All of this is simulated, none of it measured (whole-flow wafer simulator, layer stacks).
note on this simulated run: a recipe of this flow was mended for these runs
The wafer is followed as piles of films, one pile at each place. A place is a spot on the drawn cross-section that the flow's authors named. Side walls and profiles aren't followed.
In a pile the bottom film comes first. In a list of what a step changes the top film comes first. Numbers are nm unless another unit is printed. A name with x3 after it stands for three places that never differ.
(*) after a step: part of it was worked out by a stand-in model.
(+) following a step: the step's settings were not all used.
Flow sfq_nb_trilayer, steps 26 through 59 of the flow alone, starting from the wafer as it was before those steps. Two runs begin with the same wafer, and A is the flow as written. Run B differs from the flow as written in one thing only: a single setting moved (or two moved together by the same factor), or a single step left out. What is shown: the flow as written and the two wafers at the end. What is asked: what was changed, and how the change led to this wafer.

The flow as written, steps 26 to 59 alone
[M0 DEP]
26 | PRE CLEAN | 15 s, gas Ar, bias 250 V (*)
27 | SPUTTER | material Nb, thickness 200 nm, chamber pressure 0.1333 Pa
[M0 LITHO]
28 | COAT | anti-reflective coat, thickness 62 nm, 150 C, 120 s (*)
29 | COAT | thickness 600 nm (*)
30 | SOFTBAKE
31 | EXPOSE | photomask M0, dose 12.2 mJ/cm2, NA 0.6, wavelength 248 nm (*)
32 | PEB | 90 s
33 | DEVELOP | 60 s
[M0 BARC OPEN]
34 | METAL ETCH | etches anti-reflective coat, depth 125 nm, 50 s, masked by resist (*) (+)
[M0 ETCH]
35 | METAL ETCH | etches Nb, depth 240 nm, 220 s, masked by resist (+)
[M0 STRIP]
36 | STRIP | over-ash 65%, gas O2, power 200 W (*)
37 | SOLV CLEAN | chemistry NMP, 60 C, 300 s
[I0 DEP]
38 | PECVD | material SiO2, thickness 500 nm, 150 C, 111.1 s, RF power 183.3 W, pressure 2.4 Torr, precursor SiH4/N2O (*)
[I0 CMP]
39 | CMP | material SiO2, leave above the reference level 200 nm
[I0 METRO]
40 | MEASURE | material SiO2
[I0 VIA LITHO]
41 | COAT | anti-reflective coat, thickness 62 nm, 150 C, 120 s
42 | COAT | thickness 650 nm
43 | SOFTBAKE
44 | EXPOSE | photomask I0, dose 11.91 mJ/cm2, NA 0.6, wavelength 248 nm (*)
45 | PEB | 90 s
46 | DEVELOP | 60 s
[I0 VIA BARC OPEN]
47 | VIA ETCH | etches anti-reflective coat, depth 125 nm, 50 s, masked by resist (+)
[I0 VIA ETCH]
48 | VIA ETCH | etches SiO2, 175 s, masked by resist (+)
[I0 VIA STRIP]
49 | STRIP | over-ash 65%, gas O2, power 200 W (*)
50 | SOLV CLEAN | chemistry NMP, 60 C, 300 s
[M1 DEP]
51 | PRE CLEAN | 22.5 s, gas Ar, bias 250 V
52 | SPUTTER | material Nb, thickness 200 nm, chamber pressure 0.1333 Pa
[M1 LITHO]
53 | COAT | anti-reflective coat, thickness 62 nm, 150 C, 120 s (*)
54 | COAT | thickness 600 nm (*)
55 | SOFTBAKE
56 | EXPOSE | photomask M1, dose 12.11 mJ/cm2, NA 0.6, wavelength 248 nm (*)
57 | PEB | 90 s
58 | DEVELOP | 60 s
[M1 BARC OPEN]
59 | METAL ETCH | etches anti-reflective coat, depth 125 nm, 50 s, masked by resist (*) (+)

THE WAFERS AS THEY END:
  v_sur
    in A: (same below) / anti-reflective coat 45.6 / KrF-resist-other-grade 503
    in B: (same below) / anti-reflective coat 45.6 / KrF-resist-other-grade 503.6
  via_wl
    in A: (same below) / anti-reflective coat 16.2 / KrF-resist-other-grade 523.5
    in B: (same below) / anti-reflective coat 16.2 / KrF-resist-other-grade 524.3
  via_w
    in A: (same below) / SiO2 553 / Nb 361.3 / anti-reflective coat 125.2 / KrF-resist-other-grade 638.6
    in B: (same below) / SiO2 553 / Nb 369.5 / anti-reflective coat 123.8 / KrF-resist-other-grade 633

The reason: step 48, VIA ETCH: 133 s was run, while the flow as written has 175 s.

Step by step, how the change led to this:
  48 | VIA ETCH | etches SiO2, 175 s, masked by resist (+)
      via_w: A -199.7 SiO2 (all of it), -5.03 Nb | B -197.6 SiO2
      field_l, v_sur, via_wl and 102 more: A -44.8 KrF-resist-other-grade | B -34.1 KrF-resist-other-grade
  49 | STRIP | over-ash 65%, gas O2, power 200 W (*)
      field_l, v_sur, via_wl and 102 more: A -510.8 KrF-resist-other-grade (all of it), -62 anti-reflective coat (all of it) | B -521.6 KrF-resist-other-grade (all of it), -62 anti-reflective coat (all of it)
  51 | PRE CLEAN | 22.5 s, gas Ar, bias 250 V
      via_w: A -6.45 Nb | B -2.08 SiO2 (all of it), -5.27 Nb
